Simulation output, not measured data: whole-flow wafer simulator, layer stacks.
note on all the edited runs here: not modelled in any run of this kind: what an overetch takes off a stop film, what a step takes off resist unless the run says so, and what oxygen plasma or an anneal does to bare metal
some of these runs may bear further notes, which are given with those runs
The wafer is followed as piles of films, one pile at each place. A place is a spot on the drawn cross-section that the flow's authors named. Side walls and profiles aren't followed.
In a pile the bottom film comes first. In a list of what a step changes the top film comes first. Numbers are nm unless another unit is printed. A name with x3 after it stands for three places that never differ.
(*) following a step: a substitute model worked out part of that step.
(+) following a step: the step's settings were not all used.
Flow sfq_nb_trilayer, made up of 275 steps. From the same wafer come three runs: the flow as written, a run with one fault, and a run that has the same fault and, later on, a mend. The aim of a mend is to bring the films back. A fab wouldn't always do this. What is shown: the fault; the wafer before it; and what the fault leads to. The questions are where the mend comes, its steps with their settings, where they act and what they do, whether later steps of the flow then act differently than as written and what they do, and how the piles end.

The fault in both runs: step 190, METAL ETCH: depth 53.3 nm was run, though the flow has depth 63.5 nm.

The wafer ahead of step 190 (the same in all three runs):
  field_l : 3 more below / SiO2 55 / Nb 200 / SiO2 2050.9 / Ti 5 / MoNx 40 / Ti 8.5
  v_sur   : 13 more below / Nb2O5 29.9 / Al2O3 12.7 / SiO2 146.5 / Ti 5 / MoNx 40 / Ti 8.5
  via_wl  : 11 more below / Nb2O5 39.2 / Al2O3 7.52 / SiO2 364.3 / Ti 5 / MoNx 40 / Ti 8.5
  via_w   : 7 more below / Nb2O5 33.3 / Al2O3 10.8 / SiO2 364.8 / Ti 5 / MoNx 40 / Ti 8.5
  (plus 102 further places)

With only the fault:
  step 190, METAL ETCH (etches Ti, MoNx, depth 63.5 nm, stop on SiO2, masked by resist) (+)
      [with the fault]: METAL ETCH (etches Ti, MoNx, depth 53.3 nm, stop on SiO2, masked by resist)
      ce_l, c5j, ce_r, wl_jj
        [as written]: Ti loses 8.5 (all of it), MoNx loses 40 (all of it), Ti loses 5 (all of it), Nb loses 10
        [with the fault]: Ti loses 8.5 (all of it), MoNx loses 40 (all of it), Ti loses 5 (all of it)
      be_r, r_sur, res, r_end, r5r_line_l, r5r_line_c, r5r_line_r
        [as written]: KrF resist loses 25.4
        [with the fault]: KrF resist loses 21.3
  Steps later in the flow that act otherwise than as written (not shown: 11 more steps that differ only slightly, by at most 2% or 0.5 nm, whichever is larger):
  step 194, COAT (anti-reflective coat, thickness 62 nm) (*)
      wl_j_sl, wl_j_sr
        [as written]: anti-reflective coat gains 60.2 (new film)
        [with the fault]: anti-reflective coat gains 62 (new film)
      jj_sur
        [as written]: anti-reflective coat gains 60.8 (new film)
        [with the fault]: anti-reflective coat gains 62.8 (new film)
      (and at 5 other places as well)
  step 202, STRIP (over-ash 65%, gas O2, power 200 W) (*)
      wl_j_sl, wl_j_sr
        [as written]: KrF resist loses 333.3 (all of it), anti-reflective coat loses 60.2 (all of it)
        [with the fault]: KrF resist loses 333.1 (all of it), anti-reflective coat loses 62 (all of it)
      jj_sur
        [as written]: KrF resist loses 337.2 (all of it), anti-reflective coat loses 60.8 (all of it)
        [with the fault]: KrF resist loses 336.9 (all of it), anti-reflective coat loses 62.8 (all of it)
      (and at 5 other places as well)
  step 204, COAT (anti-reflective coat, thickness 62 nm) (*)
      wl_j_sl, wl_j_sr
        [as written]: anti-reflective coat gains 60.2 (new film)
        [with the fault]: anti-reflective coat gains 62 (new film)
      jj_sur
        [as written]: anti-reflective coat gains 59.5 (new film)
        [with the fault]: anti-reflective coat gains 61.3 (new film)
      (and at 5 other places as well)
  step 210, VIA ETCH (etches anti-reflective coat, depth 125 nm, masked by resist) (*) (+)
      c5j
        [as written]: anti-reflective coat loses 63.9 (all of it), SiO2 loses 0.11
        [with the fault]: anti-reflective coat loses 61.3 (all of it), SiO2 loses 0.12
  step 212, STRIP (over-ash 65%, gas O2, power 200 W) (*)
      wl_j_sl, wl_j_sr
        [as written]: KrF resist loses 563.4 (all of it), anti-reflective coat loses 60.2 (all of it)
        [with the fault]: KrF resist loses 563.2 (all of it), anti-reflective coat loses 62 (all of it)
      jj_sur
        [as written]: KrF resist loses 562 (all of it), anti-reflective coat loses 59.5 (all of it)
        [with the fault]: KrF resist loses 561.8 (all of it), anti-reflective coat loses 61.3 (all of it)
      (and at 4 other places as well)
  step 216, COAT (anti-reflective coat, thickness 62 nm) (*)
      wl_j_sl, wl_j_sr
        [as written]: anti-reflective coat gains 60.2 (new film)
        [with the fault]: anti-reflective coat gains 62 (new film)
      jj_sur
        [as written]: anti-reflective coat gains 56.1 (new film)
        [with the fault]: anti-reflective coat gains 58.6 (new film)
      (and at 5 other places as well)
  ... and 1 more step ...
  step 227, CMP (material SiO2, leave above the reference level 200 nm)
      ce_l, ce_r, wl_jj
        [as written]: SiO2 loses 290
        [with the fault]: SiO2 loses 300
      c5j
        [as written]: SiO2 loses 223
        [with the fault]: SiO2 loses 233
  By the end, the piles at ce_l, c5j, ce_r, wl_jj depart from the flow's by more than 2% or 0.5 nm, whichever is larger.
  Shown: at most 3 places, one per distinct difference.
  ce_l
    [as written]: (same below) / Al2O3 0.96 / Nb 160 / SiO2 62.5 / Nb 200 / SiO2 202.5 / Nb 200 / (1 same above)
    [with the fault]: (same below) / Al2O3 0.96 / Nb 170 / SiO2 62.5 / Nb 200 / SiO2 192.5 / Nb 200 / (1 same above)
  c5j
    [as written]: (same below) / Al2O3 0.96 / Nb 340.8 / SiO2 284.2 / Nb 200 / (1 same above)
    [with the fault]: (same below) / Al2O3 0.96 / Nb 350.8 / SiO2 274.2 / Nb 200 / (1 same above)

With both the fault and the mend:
  After step 190 comes the mend.
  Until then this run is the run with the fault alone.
  step 190a, METAL ETCH (etches Ti, MoNx, depth 10.2 nm, stop on SiO2, masked by resist) (the flow's step 190, run once more with other settings)
      be_r, r_sur, res, r_end, r5r_line_l, r5r_line_c, r5r_line_r
        KrF resist loses 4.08
      ce_l, c5j, ce_r, wl_jj
        Nb loses 10.2
  Later steps of the flow that are run all act as written at every place that is followed, up to a difference of at most 2% or 0.5 nm, whichever is larger.
  When the end is reached, the piles differ only a little from the flow's at the places that both follow, at most by 2% or 0.5 nm, whichever is larger.
